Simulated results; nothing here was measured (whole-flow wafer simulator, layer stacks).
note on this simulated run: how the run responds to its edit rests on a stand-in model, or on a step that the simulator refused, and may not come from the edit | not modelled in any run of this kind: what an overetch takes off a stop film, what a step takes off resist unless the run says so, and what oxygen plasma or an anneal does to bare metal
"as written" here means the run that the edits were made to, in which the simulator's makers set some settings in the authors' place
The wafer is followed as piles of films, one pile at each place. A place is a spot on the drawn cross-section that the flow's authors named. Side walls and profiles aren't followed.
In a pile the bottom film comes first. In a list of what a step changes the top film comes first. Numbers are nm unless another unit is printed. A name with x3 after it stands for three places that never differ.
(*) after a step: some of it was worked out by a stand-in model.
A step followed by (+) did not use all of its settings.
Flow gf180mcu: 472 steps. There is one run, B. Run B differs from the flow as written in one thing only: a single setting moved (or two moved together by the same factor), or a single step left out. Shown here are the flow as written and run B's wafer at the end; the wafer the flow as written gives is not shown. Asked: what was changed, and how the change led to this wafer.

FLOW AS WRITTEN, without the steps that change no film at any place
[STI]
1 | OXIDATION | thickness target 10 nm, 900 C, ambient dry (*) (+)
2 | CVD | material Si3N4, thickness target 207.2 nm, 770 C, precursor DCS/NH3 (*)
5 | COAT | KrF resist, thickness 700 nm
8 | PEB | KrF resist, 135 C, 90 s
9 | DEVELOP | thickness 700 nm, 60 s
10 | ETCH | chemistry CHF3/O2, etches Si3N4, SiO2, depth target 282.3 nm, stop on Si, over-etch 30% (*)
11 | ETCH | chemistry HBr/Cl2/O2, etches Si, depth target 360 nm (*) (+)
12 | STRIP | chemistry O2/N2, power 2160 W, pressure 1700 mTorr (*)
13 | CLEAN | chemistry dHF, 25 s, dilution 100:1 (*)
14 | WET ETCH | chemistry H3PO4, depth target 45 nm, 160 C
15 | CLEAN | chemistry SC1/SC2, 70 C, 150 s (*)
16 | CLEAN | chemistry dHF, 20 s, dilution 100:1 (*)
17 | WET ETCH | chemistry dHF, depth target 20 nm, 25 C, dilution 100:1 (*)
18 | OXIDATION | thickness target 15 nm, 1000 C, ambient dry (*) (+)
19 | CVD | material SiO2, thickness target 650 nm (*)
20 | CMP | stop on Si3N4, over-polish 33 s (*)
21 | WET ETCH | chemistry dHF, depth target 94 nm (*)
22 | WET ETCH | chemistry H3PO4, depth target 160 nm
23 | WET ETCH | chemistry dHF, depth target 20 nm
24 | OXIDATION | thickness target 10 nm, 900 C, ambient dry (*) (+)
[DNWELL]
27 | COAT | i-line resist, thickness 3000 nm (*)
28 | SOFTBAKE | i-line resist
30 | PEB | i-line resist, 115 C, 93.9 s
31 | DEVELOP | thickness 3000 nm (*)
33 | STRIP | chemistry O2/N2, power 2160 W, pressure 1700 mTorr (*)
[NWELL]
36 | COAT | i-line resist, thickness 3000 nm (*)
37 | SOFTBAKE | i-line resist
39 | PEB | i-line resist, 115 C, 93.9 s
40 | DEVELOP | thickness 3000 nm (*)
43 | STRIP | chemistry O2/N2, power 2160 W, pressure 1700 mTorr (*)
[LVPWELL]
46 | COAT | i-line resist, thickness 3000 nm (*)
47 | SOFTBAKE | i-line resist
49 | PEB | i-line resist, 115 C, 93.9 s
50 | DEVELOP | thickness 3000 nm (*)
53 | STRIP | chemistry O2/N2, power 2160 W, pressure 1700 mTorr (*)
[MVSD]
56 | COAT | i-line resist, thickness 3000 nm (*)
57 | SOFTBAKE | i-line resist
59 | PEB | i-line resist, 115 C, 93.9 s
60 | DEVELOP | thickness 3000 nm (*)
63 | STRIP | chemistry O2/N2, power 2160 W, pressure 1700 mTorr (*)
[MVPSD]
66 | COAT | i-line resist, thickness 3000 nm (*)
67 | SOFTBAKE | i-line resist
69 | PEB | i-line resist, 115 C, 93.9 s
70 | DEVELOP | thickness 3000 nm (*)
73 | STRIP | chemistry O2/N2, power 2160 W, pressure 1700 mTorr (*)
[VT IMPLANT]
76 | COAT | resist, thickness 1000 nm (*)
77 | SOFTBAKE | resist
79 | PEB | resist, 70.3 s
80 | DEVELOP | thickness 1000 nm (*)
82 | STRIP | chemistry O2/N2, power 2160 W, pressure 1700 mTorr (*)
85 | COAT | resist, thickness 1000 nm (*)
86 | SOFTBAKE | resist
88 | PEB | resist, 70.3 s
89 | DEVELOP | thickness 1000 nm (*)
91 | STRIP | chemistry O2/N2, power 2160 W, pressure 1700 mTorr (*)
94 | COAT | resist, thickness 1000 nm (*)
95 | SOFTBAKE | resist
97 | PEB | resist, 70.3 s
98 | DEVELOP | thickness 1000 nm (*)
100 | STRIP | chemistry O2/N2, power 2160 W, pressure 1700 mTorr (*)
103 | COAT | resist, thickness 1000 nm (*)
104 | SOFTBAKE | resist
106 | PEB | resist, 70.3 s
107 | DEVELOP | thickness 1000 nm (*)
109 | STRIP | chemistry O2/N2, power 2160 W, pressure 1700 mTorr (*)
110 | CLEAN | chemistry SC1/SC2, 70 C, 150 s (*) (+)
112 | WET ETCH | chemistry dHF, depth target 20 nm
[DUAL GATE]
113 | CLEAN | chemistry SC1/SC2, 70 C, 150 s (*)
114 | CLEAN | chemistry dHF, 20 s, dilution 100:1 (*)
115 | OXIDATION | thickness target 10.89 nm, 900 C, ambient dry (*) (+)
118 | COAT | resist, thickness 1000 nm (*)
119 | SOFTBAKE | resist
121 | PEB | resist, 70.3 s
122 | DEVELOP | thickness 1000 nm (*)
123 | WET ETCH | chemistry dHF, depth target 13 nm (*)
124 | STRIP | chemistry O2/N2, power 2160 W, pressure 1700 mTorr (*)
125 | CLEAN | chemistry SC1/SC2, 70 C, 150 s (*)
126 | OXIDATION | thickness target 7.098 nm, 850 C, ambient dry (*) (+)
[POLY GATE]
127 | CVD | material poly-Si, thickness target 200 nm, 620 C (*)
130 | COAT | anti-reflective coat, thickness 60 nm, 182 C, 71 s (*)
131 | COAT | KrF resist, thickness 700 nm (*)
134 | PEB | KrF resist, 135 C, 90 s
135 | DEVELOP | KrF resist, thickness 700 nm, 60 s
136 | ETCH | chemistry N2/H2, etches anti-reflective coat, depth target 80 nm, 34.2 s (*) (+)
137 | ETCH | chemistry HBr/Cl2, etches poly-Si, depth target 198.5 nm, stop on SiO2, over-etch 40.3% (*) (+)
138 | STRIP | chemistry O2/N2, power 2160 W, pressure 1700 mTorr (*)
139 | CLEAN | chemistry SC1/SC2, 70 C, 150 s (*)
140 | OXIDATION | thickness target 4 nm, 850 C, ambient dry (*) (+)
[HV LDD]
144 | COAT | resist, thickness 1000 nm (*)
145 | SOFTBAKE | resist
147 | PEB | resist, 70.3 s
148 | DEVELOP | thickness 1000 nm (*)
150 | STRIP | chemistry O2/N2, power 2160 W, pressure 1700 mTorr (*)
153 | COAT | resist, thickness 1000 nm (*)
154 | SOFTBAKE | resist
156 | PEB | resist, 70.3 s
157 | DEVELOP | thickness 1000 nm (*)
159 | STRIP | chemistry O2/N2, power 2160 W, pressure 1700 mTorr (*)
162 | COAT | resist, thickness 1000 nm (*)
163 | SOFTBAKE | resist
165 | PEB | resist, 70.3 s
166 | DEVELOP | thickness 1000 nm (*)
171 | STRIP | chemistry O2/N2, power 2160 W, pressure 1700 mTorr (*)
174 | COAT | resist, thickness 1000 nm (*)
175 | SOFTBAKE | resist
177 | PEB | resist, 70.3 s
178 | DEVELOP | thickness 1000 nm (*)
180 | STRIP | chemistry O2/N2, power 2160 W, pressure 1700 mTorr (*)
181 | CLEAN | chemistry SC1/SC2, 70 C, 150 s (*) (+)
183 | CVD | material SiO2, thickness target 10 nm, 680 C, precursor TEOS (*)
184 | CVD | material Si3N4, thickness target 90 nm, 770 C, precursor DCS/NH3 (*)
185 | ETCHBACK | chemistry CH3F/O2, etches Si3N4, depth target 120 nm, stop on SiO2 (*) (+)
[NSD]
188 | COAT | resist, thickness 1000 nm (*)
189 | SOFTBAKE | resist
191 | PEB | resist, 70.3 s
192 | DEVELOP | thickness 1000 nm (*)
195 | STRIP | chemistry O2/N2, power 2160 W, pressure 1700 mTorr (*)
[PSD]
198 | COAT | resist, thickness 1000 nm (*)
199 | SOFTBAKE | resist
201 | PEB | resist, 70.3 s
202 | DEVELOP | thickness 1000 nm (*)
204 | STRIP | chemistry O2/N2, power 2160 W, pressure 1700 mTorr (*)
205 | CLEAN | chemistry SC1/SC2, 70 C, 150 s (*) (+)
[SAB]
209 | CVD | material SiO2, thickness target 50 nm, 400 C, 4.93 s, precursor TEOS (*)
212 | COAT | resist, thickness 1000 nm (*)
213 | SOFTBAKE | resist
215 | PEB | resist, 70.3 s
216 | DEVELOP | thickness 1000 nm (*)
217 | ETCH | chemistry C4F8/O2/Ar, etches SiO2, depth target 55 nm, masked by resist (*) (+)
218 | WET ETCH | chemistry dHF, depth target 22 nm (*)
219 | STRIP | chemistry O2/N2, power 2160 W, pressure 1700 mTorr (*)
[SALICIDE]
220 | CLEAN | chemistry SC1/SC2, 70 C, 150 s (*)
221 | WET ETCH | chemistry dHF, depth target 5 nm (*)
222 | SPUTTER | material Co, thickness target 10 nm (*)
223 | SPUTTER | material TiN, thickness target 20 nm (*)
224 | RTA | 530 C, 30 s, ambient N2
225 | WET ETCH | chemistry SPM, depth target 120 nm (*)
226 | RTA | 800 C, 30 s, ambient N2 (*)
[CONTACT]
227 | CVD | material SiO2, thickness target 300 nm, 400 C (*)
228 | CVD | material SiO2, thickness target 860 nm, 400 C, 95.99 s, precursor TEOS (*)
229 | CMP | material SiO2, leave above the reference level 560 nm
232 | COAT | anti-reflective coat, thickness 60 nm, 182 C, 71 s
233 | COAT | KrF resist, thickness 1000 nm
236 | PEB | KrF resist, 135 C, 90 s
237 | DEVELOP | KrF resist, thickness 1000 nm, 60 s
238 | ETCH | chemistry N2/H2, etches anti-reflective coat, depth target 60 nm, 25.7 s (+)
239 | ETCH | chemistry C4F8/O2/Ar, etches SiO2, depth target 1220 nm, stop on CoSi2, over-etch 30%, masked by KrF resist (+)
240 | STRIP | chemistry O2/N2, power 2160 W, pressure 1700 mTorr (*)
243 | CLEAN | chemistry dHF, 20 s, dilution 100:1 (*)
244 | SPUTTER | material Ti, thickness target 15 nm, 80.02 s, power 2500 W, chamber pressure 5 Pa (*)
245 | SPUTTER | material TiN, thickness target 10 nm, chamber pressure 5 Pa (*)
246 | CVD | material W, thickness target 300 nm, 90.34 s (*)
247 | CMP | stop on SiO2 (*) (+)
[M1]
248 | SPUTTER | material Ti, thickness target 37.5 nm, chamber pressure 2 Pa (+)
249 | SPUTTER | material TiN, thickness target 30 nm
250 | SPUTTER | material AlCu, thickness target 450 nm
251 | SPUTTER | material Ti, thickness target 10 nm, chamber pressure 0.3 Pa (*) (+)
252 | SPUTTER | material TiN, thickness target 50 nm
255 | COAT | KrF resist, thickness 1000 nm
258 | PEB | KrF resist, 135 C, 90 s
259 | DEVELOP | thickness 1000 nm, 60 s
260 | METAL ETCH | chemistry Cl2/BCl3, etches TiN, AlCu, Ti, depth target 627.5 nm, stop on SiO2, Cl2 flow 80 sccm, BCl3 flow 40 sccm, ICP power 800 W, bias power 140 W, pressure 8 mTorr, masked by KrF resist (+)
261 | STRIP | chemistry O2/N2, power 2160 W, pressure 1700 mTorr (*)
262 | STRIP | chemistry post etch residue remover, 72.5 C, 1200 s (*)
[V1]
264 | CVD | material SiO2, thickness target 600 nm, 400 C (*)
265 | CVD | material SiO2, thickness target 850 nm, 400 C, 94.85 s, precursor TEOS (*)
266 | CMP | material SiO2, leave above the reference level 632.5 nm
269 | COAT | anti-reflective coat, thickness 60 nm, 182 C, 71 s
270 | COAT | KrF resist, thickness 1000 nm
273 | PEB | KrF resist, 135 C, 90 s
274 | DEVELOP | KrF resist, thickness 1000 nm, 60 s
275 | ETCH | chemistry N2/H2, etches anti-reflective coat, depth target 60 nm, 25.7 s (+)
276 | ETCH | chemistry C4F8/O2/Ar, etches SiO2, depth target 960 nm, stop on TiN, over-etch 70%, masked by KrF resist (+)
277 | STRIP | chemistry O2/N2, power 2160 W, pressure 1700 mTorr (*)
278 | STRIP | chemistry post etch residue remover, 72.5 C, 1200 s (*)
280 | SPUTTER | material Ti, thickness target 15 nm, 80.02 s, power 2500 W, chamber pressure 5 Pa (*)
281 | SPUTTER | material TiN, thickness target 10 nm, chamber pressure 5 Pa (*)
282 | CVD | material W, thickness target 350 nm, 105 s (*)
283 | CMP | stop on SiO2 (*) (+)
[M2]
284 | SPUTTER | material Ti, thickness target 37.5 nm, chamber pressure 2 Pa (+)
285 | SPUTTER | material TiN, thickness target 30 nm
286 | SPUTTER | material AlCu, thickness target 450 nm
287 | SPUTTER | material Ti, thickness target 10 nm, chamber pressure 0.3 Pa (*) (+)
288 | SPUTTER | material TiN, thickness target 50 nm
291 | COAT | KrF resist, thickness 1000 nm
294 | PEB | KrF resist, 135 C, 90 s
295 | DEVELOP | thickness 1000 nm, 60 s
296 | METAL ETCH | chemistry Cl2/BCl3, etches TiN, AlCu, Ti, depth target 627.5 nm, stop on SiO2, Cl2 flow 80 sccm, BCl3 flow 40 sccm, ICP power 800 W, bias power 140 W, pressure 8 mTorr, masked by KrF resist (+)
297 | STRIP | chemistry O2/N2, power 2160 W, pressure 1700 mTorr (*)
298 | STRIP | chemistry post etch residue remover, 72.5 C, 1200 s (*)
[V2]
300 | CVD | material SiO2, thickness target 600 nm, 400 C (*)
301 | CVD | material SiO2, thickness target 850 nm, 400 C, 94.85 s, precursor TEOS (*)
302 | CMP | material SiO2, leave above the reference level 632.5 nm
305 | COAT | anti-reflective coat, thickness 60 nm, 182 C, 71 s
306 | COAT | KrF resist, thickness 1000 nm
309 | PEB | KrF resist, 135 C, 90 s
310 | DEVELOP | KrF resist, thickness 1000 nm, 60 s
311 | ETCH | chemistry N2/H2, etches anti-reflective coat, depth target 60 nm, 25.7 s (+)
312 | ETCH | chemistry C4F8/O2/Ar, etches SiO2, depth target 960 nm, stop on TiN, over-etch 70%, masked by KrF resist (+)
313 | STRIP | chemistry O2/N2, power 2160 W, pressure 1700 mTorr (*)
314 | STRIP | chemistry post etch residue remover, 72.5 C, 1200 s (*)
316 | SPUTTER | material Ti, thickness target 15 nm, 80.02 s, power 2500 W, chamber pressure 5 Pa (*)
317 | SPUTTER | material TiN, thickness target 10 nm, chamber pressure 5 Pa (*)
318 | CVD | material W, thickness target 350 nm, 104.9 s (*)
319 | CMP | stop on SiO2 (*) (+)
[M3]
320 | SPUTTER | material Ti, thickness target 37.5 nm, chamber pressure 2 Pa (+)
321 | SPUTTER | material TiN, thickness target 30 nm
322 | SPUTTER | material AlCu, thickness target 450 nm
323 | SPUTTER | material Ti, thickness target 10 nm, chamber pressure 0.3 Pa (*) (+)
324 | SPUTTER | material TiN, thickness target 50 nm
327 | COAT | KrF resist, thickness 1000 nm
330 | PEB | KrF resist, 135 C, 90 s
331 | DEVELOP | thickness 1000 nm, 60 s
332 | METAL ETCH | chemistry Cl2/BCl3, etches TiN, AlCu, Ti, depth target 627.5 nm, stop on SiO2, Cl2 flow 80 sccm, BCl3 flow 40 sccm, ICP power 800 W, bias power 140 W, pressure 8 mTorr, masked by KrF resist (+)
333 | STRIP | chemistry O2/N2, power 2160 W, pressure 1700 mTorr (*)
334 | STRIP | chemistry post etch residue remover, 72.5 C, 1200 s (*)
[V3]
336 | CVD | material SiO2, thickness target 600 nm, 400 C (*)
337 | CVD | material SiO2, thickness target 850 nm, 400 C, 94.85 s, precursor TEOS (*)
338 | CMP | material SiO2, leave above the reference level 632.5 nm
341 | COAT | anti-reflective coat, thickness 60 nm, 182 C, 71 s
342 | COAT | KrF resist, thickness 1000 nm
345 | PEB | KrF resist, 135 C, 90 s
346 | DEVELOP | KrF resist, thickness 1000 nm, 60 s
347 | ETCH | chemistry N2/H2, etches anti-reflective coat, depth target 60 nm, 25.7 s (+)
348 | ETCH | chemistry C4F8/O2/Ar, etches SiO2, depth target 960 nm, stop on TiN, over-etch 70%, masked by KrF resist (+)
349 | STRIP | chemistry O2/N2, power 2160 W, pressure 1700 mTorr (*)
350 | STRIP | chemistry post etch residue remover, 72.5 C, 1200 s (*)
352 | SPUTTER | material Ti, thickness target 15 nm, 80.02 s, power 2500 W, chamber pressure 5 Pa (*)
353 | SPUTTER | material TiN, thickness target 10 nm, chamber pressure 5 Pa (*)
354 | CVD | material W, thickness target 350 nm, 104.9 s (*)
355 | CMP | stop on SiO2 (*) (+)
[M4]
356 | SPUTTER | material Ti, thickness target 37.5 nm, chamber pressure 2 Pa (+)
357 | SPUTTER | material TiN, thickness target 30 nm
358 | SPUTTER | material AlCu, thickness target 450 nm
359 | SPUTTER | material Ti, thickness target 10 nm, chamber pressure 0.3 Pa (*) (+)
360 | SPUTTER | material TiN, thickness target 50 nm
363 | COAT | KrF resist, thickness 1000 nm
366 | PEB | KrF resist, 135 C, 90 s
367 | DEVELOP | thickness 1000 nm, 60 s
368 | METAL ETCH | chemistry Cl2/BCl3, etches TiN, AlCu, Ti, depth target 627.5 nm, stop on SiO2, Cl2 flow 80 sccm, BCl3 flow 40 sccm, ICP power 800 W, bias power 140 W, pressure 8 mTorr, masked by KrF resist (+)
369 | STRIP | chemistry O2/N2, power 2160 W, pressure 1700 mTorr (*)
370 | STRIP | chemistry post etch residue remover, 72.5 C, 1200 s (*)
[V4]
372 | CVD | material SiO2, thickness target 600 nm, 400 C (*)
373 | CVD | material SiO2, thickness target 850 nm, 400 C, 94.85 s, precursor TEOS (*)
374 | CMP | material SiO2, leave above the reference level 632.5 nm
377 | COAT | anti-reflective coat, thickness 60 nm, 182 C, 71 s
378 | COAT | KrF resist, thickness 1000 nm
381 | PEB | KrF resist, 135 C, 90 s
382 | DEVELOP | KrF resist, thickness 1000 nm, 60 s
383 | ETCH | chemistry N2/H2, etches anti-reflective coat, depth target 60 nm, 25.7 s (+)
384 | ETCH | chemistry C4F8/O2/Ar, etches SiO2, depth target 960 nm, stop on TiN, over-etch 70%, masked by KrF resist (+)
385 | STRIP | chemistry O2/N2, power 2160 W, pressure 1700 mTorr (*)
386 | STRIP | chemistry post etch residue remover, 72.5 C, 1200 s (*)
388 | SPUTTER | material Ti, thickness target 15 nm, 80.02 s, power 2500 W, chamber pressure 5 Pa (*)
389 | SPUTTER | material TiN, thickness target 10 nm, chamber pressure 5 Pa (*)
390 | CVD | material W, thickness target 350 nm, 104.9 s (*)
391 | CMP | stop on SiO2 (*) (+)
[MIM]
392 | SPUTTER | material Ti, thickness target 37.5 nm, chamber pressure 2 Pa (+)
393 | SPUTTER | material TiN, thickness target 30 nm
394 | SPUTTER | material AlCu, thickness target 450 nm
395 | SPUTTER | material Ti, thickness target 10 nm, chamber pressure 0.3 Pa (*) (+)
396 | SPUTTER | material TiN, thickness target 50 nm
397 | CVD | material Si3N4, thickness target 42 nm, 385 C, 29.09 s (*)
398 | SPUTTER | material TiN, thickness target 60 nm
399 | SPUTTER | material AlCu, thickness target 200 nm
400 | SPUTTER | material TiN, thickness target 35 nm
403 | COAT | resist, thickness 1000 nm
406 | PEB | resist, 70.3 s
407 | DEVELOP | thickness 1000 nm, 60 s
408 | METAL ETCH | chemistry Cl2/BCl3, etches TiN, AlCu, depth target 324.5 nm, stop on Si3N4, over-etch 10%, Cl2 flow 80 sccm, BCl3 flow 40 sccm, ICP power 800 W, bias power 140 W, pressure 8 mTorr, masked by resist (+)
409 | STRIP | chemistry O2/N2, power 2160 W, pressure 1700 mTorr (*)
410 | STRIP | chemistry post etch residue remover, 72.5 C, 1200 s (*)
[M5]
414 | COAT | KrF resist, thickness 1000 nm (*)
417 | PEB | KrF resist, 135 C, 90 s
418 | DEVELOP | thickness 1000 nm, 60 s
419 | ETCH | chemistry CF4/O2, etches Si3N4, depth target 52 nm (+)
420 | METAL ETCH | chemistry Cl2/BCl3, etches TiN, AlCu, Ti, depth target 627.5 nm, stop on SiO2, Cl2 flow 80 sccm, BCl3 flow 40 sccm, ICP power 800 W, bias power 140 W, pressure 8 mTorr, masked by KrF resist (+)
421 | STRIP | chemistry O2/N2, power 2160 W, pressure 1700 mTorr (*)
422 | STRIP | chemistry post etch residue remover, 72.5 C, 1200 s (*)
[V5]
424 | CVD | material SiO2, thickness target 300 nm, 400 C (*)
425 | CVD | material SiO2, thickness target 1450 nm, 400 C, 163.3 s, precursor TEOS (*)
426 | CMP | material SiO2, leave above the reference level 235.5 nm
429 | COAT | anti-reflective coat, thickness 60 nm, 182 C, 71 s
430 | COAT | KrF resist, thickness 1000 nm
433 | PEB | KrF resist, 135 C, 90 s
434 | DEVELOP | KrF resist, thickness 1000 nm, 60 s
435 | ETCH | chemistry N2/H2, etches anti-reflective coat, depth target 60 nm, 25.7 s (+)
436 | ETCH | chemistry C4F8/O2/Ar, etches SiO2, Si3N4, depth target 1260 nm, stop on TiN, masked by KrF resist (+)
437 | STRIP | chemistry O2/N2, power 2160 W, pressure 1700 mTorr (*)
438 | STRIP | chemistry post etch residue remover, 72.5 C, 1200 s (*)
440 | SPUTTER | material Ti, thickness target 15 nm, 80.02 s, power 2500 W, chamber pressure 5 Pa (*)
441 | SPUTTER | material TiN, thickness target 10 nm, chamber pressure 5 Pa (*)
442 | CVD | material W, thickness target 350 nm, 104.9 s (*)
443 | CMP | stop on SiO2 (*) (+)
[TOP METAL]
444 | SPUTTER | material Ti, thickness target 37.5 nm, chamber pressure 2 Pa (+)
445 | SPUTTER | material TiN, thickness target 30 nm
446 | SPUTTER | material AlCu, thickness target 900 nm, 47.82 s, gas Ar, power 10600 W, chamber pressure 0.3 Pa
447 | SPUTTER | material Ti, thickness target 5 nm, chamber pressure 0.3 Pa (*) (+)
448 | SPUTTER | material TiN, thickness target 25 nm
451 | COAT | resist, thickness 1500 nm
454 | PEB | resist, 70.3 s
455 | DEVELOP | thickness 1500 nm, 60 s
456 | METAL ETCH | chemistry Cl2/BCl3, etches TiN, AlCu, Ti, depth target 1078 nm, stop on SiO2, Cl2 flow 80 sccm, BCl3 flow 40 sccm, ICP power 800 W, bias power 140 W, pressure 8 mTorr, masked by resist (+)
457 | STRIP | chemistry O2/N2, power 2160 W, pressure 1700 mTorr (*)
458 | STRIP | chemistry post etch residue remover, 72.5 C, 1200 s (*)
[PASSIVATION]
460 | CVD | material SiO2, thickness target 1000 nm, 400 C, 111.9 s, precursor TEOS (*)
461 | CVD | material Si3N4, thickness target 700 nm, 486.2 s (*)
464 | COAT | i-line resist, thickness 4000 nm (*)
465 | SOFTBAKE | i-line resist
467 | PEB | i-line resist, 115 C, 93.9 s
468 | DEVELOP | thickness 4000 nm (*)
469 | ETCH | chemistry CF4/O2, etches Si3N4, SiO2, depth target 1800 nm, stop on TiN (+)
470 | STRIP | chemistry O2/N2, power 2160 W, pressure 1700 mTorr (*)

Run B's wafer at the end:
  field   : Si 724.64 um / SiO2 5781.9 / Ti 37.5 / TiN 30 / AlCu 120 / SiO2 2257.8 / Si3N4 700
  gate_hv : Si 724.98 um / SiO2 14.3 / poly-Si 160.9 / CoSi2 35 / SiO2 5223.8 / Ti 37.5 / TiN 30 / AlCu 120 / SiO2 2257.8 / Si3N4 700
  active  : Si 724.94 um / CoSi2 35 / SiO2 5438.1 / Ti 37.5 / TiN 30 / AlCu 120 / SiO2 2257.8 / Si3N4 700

The reason: step 420, METAL ETCH: depth target 382.8 nm was run, though the flow has depth target 627.5 nm.

How this came from the change, step by step:
  420 | METAL ETCH | chemistry Cl2/BCl3, etches TiN, AlCu, Ti, depth target 627.5 nm, stop on SiO2, Cl2 flow 80 sccm, BCl3 flow 40 sccm, ICP power 800 W, bias power 140 W, pressure 8 mTorr, masked by KrF resist (+)
      field, field__w1, field__w2 and 101 more: TiN loses 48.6 (all of it), Ti loses 10 (all of it), AlCu loses 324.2 (in the flow as written it would be: TiN loses 48.6 (all of it), Ti loses 10 (all of it), AlCu loses 450 (all of it), TiN loses 30 (all of it), Ti loses 37.5 (all of it))
      field__w4, field__w8, contact, m1, m1__w1, mim, mim_1p0, m1_nw: KrF resist loses 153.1 (in the flow as written it would be: KrF resist loses 251)
  421 | STRIP | chemistry O2/N2, power 2160 W, pressure 1700 mTorr (*)
      field__w8, m1__w1: KrF resist loses 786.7 (all of it) (in the flow as written it would be: KrF resist loses 688.9 (all of it))
      contact, m1: KrF resist loses 787.2 (all of it) (in the flow as written it would be: KrF resist loses 689.3 (all of it))
      (and at 4 other places as well)
  422 | STRIP | chemistry post etch residue remover, 72.5 C, 1200 s (*)
      field, field__w1, field__w2 and 101 more: AlCu loses 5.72 (in the flow as written it would be: nothing)
  424 | CVD | material SiO2, thickness target 300 nm, 400 C (*)
      field, field__w1, field__w2 and 101 more: SiO2 gains 300 (new film) (in the flow as written it would be: SiO2 gains 300)
  426 | CMP | material SiO2, leave above the reference level 235.5 nm
      field, field__w1, field__w5 and 92 more: SiO2 loses 488.4 (in the flow as written it would be: SiO2 loses 300.8)
      field__w2, field__w3, field__w12 and 6 more: SiO2 loses 468.7 (in the flow as written it would be: SiO2 loses 272.7)
With metal films that touch counted as one body, field has 1 body; the flow as written gives 0 bodies.
With metal films that touch counted as one body, gate_hv has 2 bodies (between them, from the top down: SiO2 5223.8); the flow as written gives 1 body.
With metal films that touch counted as one body, active has 2 bodies (between them, from the top down: SiO2 5438.1); the flow as written gives 1 body.
